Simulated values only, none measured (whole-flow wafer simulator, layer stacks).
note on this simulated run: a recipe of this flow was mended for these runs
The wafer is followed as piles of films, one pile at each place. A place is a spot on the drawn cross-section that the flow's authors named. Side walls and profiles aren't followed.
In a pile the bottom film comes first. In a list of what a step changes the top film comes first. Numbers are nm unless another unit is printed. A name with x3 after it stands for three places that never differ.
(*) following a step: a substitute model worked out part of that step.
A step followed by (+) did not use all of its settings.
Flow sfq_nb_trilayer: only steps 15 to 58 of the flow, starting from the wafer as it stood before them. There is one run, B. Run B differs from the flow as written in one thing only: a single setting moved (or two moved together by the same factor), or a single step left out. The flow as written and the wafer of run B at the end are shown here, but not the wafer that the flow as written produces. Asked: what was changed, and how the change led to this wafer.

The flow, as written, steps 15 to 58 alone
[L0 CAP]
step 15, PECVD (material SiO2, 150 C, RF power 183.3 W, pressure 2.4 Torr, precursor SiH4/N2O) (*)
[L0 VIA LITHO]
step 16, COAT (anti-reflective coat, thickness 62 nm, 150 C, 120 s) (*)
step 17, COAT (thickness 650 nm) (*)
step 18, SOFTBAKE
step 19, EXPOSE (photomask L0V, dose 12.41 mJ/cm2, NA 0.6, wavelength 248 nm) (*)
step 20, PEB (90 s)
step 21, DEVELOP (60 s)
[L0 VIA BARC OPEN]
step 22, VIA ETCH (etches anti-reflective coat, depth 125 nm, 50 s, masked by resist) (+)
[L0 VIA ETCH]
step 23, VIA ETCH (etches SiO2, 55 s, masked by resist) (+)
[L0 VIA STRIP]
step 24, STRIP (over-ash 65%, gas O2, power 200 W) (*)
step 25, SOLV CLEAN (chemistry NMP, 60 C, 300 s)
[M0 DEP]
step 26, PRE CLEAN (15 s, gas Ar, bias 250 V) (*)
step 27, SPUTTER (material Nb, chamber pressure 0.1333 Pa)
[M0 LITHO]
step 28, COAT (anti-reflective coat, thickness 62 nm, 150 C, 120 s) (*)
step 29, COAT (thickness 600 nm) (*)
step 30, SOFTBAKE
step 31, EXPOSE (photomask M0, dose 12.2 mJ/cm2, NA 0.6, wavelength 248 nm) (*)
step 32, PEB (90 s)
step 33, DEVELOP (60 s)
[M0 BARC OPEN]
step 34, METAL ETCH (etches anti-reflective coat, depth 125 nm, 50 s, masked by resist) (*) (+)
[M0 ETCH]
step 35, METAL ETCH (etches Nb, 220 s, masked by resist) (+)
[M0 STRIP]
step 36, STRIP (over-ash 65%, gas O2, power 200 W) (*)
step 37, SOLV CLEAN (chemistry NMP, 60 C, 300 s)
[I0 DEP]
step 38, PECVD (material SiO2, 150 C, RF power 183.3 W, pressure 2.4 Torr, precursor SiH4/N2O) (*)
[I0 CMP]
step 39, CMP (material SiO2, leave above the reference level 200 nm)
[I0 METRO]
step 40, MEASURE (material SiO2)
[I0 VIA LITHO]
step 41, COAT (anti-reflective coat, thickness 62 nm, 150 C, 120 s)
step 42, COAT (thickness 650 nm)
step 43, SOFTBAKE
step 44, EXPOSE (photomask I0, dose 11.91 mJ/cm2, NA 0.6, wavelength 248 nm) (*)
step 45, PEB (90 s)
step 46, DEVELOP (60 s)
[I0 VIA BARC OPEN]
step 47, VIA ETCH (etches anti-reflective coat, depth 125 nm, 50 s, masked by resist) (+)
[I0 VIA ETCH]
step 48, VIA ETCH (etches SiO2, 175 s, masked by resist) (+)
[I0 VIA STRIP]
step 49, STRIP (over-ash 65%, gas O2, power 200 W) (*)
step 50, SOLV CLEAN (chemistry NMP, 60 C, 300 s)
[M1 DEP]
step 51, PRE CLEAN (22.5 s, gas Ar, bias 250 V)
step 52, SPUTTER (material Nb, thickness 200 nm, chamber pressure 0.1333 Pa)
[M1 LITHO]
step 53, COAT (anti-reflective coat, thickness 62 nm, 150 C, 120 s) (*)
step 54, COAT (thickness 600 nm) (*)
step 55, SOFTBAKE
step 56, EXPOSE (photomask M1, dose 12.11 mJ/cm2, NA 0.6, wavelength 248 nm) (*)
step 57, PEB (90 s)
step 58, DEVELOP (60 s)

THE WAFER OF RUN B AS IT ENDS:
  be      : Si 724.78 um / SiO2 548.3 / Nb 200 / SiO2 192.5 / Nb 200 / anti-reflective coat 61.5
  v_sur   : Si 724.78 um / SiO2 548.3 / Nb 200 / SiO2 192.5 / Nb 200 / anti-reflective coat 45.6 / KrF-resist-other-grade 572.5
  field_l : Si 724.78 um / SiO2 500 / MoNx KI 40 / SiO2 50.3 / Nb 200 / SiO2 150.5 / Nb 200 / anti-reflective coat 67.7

What caused this: step 15, PECVD: RF power 158.6 W was run, whereas the flow has RF power 183.3 W.

How this came from the change, step by step:
  step 15, PECVD (material SiO2, 150 C, RF power 183.3 W, pressure 2.4 Torr, precursor SiH4/N2O) (*)
      v_sur, via_wl, via_w and 97 more: +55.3 SiO2 (in the flow as written it would be: +60 SiO2)
      field_l, l0_sur, l0v, l0r_line_l, l0r_line_c, l0r_line_r: +55.3 SiO2 (new film) (in the flow as written it would be: +60 SiO2 (new film))
  step 23, VIA ETCH (etches SiO2, 55 s, masked by resist) (+)
      l0v: -55 SiO2 (all of it), -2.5 MoNx KI (in the flow as written it would be: -59.7 SiO2 (all of it), -2.03 MoNx KI)
  step 28, COAT (anti-reflective coat, thickness 62 nm, 150 C, 120 s) (*)
      l0_sur: +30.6 anti-reflective coat (new film) (in the flow as written it would be: +29.3 anti-reflective coat (new film))
      l0v: +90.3 anti-reflective coat (new film) (in the flow as written it would be: +92.5 anti-reflective coat (new film))
  step 36, STRIP (over-ash 65%, gas O2, power 200 W) (*)
      l0_sur: -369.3 KrF-resist-other-grade (all of it), -30.6 anti-reflective coat (all of it) (in the flow as written it would be: -370 KrF-resist-other-grade (all of it), -29.3 anti-reflective coat (all of it))
      l0v: -372.2 KrF-resist-other-grade (all of it), -90.3 anti-reflective coat (all of it) (in the flow as written it would be: -374.1 KrF-resist-other-grade (all of it), -92.5 anti-reflective coat (all of it))
